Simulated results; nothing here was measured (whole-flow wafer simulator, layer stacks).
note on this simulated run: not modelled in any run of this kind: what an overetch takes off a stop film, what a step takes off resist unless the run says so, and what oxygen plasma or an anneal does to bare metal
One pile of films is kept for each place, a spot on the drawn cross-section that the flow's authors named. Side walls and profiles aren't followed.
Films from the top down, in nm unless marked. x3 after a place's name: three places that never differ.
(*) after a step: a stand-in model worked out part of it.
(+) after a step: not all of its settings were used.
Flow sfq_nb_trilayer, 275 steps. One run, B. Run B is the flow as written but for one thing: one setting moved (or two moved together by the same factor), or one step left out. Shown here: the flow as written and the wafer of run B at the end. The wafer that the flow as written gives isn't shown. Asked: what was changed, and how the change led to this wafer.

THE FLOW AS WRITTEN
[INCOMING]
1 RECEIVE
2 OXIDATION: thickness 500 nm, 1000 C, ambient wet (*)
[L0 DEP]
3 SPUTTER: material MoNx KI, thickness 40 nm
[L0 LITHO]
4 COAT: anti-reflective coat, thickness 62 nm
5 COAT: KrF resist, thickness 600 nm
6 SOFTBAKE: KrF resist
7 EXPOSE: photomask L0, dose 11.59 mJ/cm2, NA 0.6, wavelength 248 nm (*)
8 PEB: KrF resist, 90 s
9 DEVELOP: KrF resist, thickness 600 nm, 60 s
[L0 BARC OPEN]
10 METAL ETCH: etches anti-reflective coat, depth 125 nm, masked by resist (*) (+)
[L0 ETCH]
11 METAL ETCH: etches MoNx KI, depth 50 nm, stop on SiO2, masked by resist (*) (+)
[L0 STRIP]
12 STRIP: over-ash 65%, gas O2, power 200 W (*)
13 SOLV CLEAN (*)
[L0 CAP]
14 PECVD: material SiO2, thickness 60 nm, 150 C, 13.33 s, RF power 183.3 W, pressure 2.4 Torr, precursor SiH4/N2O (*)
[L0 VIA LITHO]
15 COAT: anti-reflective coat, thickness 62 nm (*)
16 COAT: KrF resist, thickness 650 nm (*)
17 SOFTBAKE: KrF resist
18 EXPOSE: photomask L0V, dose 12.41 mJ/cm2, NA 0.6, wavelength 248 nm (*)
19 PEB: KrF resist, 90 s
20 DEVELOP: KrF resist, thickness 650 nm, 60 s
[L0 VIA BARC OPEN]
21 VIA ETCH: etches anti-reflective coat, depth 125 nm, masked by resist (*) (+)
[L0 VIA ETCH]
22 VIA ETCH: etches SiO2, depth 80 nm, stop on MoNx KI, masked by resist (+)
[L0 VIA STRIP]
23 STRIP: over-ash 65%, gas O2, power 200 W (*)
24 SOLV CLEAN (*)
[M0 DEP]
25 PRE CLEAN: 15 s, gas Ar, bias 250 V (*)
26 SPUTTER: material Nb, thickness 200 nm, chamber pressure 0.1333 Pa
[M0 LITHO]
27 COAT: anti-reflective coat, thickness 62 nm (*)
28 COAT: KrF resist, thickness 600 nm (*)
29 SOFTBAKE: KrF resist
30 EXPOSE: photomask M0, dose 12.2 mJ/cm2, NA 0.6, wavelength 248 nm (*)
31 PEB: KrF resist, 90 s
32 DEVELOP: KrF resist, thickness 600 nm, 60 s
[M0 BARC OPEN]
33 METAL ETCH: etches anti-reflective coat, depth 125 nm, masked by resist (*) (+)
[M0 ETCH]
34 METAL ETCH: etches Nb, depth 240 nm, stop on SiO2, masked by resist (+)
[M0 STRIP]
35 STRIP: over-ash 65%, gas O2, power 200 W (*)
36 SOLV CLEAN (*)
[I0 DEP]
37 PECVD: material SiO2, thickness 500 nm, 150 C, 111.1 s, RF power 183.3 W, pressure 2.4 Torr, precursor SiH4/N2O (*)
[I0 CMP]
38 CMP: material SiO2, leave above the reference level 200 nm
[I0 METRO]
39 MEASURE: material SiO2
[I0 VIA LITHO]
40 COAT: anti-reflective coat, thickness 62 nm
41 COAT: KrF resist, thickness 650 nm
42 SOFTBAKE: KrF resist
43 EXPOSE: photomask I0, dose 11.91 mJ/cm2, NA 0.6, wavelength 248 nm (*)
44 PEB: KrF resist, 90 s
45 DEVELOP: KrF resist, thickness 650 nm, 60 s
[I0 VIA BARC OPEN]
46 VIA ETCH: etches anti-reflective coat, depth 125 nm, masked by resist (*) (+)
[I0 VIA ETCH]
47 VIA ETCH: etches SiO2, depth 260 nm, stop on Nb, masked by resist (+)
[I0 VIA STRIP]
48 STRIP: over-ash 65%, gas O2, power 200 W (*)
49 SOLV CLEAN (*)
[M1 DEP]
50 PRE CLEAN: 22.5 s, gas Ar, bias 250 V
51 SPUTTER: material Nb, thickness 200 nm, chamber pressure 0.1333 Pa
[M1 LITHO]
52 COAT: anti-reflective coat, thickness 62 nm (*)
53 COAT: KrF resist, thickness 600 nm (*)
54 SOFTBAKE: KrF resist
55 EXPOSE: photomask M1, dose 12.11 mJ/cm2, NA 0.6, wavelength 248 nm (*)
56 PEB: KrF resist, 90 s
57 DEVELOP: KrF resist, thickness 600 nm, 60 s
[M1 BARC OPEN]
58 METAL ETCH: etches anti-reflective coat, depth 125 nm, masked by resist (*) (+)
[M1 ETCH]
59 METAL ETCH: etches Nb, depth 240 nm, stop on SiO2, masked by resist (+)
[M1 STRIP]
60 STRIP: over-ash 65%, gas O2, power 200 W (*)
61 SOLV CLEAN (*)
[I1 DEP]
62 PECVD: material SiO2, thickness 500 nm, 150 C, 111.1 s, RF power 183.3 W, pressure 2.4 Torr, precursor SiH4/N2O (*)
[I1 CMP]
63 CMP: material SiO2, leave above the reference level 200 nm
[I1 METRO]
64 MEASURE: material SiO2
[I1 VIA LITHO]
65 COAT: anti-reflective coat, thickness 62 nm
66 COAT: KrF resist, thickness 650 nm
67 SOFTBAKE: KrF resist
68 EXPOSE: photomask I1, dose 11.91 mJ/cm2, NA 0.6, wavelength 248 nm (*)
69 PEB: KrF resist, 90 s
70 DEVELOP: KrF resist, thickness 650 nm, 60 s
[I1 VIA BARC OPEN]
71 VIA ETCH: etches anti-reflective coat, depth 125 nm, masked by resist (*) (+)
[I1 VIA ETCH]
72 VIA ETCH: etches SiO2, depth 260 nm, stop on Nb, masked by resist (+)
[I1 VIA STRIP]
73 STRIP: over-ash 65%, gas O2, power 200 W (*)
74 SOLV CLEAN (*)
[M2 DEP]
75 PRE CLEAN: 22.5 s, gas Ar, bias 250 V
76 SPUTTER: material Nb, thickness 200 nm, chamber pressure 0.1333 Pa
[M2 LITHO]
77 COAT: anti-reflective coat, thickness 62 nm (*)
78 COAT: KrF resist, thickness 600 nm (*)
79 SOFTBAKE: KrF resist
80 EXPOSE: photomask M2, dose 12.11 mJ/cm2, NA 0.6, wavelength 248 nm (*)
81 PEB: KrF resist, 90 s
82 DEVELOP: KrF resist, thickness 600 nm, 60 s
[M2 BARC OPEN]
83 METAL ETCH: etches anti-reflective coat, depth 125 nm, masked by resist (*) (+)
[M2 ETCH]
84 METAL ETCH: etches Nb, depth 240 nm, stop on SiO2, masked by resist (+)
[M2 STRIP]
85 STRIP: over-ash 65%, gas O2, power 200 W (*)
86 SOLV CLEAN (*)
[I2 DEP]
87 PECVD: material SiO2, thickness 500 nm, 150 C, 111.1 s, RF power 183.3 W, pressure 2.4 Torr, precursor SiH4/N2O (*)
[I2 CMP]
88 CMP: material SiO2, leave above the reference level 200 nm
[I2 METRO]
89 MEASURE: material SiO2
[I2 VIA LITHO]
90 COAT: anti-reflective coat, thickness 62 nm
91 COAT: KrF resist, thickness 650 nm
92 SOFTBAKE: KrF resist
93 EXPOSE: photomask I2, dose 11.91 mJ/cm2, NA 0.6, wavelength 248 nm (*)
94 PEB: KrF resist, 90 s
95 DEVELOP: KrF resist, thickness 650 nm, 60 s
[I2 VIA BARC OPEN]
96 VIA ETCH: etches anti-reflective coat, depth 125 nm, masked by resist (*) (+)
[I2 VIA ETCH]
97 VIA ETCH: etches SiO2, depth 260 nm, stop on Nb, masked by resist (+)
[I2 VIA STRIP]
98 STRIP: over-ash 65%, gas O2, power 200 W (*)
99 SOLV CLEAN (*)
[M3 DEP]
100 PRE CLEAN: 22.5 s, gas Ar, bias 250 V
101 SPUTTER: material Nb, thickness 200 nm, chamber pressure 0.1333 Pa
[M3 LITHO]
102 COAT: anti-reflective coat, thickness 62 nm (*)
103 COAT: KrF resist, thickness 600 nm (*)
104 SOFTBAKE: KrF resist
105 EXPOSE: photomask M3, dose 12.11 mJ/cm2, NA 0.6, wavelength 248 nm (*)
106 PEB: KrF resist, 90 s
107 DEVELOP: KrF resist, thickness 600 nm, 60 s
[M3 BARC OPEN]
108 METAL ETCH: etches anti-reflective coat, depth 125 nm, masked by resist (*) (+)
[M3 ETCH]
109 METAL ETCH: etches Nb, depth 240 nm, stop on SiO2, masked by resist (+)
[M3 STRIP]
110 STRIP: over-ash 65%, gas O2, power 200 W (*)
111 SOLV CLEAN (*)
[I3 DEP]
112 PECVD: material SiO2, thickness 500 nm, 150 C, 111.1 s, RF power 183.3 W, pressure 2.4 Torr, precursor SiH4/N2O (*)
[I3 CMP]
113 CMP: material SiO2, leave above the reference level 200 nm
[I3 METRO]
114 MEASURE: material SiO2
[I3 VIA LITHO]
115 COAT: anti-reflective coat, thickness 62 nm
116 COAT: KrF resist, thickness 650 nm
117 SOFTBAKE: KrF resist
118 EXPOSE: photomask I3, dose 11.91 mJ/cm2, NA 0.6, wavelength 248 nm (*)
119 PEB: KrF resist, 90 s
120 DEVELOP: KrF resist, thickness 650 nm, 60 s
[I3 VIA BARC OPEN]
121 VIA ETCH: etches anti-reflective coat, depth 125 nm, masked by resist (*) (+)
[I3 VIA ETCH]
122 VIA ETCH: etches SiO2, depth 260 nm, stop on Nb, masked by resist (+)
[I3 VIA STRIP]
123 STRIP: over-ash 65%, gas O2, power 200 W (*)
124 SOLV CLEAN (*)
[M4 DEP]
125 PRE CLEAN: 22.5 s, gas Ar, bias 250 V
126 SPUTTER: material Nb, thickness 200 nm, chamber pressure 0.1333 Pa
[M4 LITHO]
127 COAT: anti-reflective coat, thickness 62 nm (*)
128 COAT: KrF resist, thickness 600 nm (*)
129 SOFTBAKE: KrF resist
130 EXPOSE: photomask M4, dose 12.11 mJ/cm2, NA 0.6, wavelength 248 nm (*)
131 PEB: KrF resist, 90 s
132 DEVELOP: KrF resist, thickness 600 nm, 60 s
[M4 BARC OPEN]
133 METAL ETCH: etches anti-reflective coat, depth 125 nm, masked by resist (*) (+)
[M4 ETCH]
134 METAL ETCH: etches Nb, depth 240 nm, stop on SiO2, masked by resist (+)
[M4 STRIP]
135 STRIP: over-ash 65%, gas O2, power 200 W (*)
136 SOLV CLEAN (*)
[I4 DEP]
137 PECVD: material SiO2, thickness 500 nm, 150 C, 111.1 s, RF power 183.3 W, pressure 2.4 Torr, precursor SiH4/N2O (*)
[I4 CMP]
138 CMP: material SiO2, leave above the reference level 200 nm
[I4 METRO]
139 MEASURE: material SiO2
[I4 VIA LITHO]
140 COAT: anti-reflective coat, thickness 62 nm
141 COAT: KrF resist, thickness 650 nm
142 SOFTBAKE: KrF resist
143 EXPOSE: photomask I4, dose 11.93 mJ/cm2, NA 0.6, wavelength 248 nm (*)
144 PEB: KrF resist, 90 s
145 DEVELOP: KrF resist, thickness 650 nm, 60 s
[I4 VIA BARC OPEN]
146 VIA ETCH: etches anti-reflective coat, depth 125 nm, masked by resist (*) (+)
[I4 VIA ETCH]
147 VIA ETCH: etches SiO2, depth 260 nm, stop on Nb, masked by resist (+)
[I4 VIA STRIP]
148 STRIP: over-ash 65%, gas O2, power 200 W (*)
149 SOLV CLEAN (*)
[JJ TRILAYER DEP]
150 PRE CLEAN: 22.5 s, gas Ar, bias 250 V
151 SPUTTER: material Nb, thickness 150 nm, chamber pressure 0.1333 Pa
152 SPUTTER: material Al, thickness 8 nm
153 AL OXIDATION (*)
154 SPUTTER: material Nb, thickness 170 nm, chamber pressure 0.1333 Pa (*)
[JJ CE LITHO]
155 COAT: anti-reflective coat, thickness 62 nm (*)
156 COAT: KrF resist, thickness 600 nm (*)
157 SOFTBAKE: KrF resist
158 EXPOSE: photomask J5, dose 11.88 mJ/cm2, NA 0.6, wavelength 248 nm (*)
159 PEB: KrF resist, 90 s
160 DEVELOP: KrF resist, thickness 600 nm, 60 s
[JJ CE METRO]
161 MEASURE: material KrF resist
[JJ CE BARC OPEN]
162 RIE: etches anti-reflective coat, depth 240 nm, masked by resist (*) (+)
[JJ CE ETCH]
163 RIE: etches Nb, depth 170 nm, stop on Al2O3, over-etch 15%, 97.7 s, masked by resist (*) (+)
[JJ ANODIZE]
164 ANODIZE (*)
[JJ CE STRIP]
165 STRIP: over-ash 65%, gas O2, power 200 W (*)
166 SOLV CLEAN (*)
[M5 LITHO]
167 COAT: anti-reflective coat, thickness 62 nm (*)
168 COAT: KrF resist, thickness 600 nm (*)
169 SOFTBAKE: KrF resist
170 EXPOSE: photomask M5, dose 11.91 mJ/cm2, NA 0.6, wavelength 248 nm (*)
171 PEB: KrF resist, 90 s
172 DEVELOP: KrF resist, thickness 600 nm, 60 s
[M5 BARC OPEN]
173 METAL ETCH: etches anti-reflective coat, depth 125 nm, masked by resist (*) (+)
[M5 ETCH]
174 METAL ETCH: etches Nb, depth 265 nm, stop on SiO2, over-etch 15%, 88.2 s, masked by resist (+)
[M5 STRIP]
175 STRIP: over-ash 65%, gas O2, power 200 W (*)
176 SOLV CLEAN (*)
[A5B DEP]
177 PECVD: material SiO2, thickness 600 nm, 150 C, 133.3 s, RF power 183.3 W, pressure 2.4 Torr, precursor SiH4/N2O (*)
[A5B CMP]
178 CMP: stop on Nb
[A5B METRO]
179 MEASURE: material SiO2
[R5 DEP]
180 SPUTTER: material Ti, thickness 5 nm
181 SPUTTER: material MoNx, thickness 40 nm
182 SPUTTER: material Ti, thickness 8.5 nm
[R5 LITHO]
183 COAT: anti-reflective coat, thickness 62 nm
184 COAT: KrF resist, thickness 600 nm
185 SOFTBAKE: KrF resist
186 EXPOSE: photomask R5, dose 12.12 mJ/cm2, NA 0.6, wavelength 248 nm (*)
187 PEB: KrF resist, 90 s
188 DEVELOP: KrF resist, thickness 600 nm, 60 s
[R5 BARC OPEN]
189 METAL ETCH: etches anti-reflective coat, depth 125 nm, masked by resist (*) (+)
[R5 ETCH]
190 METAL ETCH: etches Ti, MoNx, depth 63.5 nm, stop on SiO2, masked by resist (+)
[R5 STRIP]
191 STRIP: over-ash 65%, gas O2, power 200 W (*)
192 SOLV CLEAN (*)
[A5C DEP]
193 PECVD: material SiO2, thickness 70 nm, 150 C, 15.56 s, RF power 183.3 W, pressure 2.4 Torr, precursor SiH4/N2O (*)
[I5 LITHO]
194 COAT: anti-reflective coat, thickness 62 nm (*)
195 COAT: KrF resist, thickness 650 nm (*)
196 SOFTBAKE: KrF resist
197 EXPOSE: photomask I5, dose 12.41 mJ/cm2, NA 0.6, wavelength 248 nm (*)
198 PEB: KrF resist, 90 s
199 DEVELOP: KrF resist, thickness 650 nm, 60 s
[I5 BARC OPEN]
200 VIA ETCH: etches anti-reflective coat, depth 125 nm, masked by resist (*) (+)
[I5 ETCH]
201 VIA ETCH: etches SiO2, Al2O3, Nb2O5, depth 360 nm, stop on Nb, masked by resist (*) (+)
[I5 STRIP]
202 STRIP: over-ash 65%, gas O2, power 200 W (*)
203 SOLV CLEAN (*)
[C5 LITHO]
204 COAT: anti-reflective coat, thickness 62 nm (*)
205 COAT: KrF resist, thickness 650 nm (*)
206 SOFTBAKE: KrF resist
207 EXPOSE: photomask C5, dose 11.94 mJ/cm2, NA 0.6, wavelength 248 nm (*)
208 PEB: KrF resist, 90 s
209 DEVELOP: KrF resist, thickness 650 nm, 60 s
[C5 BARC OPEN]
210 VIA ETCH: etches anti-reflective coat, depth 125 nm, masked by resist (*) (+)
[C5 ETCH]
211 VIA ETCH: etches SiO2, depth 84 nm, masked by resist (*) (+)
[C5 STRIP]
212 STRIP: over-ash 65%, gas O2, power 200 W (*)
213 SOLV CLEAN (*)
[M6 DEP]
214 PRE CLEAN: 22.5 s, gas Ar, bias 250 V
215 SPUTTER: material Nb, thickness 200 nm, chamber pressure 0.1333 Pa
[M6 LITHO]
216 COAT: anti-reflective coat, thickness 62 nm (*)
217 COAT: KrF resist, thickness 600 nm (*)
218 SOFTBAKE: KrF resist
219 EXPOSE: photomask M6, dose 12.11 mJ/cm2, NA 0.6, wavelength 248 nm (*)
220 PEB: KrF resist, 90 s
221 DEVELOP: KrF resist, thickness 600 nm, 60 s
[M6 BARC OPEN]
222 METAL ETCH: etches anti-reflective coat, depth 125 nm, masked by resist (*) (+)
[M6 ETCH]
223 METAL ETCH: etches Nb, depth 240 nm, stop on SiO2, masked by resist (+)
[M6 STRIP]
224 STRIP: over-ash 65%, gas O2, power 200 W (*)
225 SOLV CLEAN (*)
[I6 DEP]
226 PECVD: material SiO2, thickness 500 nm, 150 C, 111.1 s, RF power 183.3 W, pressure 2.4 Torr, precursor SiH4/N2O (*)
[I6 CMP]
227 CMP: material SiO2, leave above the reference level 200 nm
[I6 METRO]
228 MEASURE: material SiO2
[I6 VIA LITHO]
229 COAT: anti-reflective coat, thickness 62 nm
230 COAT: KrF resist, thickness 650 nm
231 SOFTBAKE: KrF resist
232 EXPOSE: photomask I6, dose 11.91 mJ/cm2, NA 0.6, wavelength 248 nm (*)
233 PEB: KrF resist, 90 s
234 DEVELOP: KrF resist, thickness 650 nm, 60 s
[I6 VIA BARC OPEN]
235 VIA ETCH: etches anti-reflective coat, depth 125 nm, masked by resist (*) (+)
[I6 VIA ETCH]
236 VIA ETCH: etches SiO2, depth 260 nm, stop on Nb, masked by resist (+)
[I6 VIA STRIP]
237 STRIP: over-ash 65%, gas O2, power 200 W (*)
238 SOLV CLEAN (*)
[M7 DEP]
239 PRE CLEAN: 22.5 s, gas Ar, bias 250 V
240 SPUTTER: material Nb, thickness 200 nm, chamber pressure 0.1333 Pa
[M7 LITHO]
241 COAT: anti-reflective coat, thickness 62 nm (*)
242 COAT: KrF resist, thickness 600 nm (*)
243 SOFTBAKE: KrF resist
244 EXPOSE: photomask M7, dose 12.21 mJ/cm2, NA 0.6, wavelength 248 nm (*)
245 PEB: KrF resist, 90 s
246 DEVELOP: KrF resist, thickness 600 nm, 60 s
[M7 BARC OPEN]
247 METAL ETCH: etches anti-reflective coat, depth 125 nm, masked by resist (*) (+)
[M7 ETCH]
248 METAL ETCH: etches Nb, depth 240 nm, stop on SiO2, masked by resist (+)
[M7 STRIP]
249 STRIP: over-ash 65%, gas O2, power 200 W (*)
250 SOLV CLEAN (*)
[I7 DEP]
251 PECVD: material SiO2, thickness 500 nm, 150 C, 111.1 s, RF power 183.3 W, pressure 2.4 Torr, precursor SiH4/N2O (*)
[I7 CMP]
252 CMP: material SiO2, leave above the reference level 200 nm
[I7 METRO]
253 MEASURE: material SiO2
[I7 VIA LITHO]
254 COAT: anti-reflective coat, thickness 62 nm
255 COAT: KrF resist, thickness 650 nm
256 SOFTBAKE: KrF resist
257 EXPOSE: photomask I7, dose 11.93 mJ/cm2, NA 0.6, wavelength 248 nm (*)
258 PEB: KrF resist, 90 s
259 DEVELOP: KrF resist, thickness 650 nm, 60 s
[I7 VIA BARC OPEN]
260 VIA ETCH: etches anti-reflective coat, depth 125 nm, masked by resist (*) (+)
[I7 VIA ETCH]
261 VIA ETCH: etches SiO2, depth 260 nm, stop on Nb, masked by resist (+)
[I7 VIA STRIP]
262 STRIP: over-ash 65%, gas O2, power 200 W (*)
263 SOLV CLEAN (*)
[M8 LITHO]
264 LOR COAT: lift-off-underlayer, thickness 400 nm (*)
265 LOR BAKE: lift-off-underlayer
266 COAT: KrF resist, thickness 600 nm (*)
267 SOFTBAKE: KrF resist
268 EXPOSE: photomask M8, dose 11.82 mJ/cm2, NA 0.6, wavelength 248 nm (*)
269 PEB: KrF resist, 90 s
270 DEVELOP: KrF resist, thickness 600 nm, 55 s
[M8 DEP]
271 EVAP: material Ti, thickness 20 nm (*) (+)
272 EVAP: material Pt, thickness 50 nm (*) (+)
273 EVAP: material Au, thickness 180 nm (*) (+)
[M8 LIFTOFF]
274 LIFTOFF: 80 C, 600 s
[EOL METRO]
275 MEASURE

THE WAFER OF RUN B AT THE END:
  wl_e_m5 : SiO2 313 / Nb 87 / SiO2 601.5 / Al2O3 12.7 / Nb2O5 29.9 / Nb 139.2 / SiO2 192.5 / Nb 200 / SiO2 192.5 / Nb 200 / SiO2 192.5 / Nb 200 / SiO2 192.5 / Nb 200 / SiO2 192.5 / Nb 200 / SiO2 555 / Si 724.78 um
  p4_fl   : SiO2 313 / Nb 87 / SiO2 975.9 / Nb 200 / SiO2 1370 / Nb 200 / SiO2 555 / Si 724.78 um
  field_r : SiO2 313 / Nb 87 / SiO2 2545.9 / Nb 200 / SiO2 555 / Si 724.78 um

The cause: step 248, METAL ETCH: depth 113 nm was run, where the flow has depth 240 nm.

How the change led to this, step by step:
  248 METAL ETCH: etches Nb, depth 240 nm, stop on SiO2, masked by resist (+)
      field_l, field_r, lsp_l and 62 more: Nb -113 (as written it would be: Nb -200 (all of it))
      v_sur, via_wl, via_w and 38 more: KrF resist -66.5 (as written it would be: KrF resist -141.2)
  249 STRIP: over-ash 65%, gas O2, power 200 W (*)
      wl_j_sl, wl_jj, wl_j_sr and 14 more: KrF resist -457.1 (all of it), anti-reflective coat -62 (all of it) (as written it would be: KrF resist -382.4 (all of it), anti-reflective coat -62 (all of it))
      ln_m5, lsp_m, ln_m6: KrF resist -456.6 (all of it), anti-reflective coat -61.8 (all of it) (as written it would be: KrF resist -381.9 (all of it), anti-reflective coat -61.8 (all of it))
      (and at 21 more places)
  251 PECVD: material SiO2, thickness 500 nm, 150 C, 111.1 s, RF power 183.3 W, pressure 2.4 Torr, precursor SiH4/N2O (*)
      field_l, p4_fl, p4_fm and 56 more: SiO2 +500 (new film) (as written it would be: SiO2 +500)
      field_r, lsp_l: SiO2 +487.4 (new film) (as written it would be: SiO2 +477.7)
      (and at 4 more places)
  252 CMP: material SiO2, leave above the reference level 200 nm
      field_l, p4_fl, p4_fm and 56 more: SiO2 -187 (as written it would be: SiO2 -100)
      field_r, lsp_l: SiO2 -174.4 (as written it would be: SiO2 -77.7)
      (and at 4 more places)
Counting metal films that touch as one body, wl_e_m5 has 7 bodies (between them, from the top down: SiO2 601.5 / Al2O3 12.7 / Nb2O5 29.9; SiO2 192.5; SiO2 192.5; SiO2 192.5; SiO2 192.5; SiO2 192.5); the flow as written gives 6 bodies (between them, from the top down: SiO2 192.5; SiO2 192.5; SiO2 192.5; SiO2 192.5; SiO2 192.5).
Counting metal films that touch as one body, p4_fl has 3 bodies (between them, from the top down: SiO2 975.9; SiO2 1370); the flow as written gives 2 bodies (between them, from the top down: SiO2 1370).
Counting metal films that touch as one body, field_r has 2 bodies (between them, from the top down: SiO2 2545.9); the flow as written gives 1 body.
